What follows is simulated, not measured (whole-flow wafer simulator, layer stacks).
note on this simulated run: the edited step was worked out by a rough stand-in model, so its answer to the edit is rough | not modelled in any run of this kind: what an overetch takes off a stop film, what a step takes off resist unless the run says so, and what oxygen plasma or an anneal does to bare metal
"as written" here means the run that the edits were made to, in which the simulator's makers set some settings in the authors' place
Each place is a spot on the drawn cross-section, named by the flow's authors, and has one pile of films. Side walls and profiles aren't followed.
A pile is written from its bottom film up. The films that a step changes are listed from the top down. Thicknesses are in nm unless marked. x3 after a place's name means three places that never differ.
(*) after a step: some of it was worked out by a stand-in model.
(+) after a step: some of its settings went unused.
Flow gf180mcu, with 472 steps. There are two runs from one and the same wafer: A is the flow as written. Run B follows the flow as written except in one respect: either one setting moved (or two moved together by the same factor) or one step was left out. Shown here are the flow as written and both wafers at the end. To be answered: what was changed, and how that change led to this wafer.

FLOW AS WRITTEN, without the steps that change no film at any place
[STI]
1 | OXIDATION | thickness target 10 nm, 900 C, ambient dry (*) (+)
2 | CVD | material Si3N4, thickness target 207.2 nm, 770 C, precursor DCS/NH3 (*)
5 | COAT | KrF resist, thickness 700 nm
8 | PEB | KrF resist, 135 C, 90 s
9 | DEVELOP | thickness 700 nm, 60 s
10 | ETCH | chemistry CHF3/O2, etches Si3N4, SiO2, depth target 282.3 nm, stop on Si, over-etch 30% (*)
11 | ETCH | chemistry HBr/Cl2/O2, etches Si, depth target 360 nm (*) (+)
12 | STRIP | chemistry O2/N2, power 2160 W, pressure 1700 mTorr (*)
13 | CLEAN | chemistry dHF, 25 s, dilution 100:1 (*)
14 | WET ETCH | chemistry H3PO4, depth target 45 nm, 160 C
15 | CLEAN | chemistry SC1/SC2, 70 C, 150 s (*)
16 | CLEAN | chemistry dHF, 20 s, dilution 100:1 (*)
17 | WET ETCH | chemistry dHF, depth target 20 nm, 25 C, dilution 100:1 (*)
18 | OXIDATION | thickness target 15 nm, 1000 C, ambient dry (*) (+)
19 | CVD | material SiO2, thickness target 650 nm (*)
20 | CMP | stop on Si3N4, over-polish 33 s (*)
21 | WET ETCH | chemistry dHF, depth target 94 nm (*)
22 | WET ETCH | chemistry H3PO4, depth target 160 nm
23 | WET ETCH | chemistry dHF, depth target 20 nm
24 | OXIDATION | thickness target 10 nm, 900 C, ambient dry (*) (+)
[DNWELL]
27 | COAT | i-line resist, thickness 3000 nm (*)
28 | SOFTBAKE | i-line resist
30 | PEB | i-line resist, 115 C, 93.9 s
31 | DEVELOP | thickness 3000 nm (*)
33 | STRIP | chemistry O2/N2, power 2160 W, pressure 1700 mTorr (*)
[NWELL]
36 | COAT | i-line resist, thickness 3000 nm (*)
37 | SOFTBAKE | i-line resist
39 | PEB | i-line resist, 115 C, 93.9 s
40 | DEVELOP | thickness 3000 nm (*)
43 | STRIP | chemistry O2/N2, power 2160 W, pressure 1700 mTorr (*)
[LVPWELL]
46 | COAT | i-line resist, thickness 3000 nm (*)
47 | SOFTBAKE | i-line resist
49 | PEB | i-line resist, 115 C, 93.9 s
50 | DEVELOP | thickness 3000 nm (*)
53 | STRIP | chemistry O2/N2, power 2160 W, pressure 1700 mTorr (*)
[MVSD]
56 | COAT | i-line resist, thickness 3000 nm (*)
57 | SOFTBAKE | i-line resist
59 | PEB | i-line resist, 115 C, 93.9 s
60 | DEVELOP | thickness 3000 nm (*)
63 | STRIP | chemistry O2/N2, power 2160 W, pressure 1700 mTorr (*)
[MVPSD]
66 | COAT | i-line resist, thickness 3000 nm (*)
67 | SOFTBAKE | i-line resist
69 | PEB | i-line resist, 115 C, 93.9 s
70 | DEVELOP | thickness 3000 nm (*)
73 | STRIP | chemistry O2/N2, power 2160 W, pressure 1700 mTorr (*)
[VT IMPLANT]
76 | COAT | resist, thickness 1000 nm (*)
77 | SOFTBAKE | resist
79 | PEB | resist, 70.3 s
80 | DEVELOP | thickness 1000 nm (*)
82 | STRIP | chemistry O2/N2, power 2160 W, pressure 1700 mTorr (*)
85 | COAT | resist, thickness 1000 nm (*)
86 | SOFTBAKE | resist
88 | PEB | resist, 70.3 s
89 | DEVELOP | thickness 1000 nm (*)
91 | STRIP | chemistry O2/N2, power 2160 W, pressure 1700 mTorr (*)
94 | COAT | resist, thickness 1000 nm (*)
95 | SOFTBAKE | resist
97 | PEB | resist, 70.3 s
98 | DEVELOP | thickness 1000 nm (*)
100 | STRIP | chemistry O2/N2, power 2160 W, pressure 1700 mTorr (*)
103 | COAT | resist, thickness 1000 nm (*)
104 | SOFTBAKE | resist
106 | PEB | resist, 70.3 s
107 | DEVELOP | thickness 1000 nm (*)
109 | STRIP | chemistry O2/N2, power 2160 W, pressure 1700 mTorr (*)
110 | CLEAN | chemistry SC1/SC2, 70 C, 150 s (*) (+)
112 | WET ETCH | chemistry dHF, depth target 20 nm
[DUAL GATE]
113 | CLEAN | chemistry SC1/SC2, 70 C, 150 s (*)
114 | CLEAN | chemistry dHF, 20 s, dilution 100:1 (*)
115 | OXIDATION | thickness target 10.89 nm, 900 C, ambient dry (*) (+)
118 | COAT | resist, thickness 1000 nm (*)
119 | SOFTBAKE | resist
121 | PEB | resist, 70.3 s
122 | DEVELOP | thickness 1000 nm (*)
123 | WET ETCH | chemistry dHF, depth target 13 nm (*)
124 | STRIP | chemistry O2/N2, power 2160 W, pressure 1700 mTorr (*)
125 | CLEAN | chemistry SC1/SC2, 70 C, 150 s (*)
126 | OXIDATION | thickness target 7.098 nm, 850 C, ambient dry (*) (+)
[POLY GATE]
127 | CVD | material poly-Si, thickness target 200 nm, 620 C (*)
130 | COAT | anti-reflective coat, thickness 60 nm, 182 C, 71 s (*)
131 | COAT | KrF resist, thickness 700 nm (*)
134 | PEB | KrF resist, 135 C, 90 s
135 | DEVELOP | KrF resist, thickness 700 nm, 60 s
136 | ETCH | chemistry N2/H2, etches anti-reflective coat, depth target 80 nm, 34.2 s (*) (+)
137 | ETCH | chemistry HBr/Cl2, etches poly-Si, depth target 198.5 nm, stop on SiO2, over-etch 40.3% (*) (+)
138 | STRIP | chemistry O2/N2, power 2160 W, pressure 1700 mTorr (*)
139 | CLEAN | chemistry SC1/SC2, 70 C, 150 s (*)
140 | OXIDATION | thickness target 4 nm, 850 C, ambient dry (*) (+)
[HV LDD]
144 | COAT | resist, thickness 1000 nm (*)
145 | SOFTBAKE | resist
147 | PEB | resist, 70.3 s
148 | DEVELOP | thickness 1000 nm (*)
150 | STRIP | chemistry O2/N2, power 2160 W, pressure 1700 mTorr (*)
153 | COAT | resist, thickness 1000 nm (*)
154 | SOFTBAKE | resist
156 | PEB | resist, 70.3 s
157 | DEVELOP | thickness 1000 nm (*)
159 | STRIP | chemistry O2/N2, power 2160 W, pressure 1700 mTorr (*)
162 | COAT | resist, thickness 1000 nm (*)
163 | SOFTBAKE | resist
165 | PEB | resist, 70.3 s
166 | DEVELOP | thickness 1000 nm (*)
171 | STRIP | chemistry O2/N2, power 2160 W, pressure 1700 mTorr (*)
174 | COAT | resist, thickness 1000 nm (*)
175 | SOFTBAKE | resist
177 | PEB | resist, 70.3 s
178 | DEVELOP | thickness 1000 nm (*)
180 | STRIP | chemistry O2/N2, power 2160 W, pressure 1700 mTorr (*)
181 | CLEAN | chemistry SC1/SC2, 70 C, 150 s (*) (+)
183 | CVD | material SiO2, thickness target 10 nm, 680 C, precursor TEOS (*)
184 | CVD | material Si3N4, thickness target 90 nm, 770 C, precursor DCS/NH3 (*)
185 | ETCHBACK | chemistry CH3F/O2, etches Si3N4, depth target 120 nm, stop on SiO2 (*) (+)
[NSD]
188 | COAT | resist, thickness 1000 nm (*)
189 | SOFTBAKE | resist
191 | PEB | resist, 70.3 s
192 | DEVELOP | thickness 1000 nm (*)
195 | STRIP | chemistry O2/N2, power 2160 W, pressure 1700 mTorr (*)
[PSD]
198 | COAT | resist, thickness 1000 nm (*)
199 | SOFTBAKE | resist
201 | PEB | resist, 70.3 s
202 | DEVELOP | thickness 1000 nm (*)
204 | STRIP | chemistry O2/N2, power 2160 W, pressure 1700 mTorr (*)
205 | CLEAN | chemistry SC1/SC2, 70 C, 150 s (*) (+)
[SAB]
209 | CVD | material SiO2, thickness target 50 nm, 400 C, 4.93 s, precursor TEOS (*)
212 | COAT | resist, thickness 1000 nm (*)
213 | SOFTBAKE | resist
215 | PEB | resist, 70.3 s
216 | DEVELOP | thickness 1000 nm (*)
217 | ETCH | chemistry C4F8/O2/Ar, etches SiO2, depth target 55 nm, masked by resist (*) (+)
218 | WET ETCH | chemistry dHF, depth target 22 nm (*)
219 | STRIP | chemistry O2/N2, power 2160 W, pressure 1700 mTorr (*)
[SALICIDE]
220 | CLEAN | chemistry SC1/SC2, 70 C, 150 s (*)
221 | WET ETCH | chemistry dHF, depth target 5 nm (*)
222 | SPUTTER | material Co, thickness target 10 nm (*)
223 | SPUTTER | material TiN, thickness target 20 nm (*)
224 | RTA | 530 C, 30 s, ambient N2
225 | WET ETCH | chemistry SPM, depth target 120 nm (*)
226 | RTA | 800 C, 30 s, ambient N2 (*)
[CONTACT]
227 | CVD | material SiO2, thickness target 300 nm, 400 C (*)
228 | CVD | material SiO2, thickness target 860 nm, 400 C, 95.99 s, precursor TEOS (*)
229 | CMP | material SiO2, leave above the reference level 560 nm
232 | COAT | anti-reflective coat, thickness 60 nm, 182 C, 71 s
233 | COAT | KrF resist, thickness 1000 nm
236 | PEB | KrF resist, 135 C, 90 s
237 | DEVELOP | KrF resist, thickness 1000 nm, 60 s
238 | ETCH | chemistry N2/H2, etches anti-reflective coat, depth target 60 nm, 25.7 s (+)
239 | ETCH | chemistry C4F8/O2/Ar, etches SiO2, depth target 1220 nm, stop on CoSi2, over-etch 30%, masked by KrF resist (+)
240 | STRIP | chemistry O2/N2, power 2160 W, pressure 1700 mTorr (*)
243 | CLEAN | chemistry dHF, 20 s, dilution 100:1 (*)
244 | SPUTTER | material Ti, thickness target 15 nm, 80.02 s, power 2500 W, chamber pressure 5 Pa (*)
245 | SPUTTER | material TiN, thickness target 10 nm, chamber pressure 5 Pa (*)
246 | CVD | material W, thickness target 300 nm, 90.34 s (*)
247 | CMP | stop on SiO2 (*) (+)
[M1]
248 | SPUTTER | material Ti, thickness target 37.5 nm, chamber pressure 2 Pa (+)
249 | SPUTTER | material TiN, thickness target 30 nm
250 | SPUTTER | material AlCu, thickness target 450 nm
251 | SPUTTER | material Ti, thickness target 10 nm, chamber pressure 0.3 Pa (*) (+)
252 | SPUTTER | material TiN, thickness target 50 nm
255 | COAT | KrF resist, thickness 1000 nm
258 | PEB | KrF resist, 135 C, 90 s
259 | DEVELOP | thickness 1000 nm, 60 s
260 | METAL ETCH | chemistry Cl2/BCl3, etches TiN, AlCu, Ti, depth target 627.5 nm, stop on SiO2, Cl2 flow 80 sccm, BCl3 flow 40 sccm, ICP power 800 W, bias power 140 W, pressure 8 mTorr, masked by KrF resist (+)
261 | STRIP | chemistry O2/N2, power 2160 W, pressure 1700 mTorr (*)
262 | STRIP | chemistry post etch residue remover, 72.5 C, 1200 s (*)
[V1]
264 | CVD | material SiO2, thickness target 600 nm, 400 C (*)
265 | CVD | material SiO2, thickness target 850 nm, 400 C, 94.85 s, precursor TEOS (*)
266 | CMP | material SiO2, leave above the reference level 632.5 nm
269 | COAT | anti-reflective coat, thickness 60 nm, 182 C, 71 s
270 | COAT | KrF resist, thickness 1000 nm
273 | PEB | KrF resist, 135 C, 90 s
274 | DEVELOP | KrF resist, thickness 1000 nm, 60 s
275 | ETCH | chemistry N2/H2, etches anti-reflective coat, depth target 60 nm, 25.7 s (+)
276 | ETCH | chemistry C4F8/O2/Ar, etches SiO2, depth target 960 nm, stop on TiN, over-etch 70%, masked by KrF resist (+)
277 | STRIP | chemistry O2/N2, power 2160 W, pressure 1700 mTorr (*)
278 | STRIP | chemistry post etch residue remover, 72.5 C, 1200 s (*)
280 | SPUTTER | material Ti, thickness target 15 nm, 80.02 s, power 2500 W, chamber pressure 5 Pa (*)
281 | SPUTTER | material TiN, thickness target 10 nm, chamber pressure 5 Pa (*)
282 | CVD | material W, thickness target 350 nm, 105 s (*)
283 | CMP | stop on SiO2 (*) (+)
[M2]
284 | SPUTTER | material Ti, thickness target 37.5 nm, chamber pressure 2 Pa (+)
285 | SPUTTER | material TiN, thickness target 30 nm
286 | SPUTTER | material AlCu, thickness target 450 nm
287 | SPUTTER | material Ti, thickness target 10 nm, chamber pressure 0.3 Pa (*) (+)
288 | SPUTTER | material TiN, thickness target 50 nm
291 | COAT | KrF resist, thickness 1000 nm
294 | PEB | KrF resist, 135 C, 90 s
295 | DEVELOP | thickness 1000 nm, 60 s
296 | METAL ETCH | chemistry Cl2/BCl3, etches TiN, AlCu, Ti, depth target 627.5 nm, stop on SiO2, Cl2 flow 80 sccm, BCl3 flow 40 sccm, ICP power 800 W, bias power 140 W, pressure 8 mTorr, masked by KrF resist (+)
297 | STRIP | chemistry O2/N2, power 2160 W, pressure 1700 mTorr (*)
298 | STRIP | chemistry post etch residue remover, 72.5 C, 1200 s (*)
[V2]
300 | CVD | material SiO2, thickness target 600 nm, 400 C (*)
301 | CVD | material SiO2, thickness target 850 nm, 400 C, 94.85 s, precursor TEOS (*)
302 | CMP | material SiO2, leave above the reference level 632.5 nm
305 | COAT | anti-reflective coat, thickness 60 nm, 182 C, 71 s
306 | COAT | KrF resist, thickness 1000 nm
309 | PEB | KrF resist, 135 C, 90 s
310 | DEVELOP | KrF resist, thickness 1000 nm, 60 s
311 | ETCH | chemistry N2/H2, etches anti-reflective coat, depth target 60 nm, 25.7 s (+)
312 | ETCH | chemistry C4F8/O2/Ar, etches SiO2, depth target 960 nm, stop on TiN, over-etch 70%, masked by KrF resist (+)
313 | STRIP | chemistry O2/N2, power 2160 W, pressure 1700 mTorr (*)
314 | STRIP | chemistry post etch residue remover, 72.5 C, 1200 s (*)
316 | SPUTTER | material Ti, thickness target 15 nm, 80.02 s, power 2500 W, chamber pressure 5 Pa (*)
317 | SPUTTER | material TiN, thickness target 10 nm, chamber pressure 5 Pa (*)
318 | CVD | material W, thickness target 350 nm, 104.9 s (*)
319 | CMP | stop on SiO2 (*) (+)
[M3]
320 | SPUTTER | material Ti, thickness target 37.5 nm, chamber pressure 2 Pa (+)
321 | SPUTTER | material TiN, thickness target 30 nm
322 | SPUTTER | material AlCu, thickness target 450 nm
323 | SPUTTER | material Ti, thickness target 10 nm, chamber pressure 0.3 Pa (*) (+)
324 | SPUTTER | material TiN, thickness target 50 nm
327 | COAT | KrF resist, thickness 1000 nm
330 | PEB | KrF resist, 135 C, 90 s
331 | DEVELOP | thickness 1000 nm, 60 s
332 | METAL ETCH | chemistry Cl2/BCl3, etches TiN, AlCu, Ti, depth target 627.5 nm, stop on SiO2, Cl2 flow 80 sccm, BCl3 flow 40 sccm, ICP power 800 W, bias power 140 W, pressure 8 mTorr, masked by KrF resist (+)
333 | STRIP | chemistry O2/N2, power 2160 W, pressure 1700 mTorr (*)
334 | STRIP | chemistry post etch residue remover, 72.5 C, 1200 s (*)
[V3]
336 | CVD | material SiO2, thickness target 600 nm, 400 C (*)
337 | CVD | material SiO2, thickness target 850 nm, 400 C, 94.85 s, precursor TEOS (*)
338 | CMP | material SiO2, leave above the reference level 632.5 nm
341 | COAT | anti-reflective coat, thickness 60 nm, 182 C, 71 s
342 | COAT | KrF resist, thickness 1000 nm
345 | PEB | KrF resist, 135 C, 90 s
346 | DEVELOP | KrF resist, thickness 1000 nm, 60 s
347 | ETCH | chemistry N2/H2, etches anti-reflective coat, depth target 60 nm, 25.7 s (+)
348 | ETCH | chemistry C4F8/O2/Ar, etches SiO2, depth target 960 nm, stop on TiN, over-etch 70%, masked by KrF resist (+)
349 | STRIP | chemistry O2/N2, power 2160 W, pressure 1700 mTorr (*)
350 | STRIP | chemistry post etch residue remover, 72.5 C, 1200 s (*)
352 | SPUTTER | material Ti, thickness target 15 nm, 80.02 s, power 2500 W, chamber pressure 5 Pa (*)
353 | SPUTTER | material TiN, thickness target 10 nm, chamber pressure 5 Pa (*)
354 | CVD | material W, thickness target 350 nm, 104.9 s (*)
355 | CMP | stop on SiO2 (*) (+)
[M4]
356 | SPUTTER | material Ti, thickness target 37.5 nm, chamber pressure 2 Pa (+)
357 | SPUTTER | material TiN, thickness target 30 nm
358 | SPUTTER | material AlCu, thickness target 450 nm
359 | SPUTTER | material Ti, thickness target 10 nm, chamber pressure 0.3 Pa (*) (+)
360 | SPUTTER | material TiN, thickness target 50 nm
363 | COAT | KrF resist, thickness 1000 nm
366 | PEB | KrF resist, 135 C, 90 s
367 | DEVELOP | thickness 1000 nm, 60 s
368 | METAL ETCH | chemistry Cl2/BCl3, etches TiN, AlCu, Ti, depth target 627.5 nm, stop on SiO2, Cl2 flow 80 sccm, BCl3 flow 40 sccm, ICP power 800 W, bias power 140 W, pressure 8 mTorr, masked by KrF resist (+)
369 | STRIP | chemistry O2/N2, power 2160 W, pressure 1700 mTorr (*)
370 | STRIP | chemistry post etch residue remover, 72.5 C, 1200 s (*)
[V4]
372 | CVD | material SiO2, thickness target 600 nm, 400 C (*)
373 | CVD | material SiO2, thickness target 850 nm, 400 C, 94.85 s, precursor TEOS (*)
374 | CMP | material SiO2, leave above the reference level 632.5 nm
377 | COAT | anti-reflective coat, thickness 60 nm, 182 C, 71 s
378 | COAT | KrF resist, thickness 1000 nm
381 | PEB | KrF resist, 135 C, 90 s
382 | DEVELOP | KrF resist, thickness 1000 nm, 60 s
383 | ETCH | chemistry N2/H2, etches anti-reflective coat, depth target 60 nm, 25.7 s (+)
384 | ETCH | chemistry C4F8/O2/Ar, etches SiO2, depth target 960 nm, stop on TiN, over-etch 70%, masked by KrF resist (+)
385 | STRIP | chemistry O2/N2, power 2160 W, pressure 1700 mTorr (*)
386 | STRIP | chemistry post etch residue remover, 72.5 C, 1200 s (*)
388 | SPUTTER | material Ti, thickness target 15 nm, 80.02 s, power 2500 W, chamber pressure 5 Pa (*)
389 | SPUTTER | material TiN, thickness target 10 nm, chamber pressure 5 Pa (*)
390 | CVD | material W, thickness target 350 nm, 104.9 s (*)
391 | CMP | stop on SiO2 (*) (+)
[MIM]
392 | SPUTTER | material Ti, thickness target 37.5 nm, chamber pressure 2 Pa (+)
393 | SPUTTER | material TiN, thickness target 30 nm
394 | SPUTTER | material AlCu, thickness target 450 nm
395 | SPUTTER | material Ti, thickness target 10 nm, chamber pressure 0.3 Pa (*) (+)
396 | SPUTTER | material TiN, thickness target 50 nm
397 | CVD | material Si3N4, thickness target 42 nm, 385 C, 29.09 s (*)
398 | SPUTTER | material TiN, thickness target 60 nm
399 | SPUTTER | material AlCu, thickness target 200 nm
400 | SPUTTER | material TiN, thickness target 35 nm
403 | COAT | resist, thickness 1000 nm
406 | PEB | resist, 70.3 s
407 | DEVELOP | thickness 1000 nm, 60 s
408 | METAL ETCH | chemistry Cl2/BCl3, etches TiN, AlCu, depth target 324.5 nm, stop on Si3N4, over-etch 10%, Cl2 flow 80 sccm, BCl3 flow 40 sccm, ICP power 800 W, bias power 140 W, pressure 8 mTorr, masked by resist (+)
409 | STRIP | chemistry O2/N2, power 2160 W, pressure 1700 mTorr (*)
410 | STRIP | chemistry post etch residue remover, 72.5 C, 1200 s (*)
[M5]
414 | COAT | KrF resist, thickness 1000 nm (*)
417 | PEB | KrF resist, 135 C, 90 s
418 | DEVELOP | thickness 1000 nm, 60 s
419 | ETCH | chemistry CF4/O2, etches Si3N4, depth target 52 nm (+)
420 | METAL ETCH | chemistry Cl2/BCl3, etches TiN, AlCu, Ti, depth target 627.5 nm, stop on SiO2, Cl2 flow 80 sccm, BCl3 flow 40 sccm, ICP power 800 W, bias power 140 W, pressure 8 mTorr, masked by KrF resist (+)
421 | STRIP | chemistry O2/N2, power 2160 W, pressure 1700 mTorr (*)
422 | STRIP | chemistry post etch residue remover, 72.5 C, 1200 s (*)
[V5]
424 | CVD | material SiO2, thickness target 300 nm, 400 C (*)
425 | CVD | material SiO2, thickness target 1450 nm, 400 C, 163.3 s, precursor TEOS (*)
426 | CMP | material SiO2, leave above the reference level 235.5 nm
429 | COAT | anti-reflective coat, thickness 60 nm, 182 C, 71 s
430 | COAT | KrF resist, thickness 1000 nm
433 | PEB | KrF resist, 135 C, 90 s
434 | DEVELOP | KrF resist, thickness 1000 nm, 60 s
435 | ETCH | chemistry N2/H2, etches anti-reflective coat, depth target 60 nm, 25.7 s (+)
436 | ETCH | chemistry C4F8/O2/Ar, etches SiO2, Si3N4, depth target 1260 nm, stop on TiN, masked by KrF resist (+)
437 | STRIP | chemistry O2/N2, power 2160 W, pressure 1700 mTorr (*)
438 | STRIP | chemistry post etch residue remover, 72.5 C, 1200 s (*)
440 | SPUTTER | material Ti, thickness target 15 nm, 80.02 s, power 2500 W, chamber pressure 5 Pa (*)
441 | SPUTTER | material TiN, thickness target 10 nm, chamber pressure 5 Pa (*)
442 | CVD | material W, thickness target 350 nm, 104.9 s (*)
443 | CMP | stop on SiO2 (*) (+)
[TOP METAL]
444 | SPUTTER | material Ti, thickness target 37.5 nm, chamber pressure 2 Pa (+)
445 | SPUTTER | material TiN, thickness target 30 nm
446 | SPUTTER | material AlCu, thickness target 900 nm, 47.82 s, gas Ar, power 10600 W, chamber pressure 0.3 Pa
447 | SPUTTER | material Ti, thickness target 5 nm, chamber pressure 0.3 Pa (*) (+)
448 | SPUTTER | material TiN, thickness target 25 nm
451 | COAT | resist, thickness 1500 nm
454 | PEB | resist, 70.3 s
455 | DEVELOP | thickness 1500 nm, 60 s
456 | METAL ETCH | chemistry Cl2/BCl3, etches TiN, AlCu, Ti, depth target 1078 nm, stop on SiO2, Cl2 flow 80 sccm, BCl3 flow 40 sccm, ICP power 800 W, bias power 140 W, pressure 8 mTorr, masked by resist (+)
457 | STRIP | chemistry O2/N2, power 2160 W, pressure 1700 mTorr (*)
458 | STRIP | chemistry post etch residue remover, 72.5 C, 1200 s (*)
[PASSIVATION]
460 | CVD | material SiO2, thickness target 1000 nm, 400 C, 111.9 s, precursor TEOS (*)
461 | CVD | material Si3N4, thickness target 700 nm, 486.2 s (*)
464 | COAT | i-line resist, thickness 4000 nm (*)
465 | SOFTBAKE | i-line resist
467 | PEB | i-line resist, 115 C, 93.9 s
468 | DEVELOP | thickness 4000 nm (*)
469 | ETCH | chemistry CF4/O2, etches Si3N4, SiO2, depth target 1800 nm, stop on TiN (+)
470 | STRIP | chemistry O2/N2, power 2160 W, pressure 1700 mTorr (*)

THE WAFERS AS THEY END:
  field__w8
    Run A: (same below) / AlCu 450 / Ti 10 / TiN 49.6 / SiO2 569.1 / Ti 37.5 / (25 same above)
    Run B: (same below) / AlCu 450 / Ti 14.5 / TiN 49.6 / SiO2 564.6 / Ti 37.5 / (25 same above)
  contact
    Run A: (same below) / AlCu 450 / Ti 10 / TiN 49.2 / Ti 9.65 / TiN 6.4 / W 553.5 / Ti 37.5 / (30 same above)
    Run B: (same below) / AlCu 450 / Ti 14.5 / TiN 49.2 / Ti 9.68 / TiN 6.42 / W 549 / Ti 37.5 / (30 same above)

What caused this: step 287, SPUTTER: thickness target 14.5 nm was run, while the flow as written has thickness target 10 nm.
One can read it off the wafer: field__w8 has Ti 14.5, and step 287 as written asks for 10 nm.

How this came from the change, step by step:
  287 | SPUTTER | material Ti, thickness target 10 nm, chamber pressure 0.3 Pa (*) (+)
      field, field__w1, field__w2 and 108 more: A +10 Ti (new film) | B +14.5 Ti (new film)
  296 | METAL ETCH | chemistry Cl2/BCl3, etches TiN, AlCu, Ti, depth target 627.5 nm, stop on SiO2, Cl2 flow 80 sccm, BCl3 flow 40 sccm, ICP power 800 W, bias power 140 W, pressure 8 mTorr, masked by KrF resist (+)
      field, field__w1, field__w2 and 103 more: A -50 TiN (all of it), -10 Ti (all of it), -450 AlCu (all of it), -30 TiN (all of it), -37.5 Ti (all of it) | B -50 TiN (all of it), -14.5 Ti (all of it), -450 AlCu (all of it), -30 TiN (all of it), -37.5 Ti (all of it)
